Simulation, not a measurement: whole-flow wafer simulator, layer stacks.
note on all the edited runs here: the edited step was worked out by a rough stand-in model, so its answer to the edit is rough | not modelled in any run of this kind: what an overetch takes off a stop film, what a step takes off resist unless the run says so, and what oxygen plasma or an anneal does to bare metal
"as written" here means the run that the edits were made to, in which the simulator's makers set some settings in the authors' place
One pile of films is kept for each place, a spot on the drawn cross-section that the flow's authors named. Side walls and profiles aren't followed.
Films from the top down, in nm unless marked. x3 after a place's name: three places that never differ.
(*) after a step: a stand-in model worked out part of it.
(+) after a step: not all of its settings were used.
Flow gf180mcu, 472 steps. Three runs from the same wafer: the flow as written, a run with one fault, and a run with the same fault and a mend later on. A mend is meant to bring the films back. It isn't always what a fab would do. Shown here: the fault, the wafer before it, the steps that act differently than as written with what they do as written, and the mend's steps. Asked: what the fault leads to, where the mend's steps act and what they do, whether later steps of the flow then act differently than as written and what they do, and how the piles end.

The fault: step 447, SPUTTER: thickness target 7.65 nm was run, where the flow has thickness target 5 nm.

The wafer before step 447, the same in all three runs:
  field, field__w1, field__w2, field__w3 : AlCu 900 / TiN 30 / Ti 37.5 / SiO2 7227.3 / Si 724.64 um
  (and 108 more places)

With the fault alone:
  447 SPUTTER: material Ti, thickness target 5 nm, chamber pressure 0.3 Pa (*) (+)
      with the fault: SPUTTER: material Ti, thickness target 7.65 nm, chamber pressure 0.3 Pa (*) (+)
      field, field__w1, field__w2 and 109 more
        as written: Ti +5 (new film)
        with the fault: Ti +7.65 (new film)
  Later steps of the flow that act differently than as written (5 more steps differ only slightly, by at most 2% or 0.5 nm, whichever is larger, and aren't shown):
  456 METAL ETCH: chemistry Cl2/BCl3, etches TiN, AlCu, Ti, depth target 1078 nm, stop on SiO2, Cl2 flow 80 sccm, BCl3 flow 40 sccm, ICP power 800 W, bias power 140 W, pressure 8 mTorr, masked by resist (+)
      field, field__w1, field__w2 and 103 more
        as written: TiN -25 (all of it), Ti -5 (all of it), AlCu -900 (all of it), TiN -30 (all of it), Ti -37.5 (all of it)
        with the fault: TiN -25 (all of it), Ti -7.65 (all of it), AlCu -900 (all of it), TiN -30 (all of it), Ti -37.5 (all of it)
  At the end the piles differ from the flow's by more than 2% or 0.5 nm, whichever is larger, at field__w8, contact, m1, m1__w1, pad, m1_nw.
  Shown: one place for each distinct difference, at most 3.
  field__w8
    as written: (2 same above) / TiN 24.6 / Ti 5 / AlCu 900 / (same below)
    with the fault: (2 same above) / TiN 24.6 / Ti 7.65 / AlCu 900 / (same below)
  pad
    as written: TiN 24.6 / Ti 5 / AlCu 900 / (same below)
    with the fault: TiN 24.6 / Ti 7.65 / AlCu 900 / (same below)

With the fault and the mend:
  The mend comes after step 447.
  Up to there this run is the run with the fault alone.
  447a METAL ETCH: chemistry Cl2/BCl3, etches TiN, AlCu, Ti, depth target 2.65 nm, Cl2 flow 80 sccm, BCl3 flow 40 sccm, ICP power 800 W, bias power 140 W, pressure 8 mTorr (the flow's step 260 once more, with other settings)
      field, field__w1, field__w2 and 109 more
        Ti -2.65
  No later step of the flow acts differently than as written at any place that is followed.
  At the end the piles are the same as the flow's at every place that both follow.
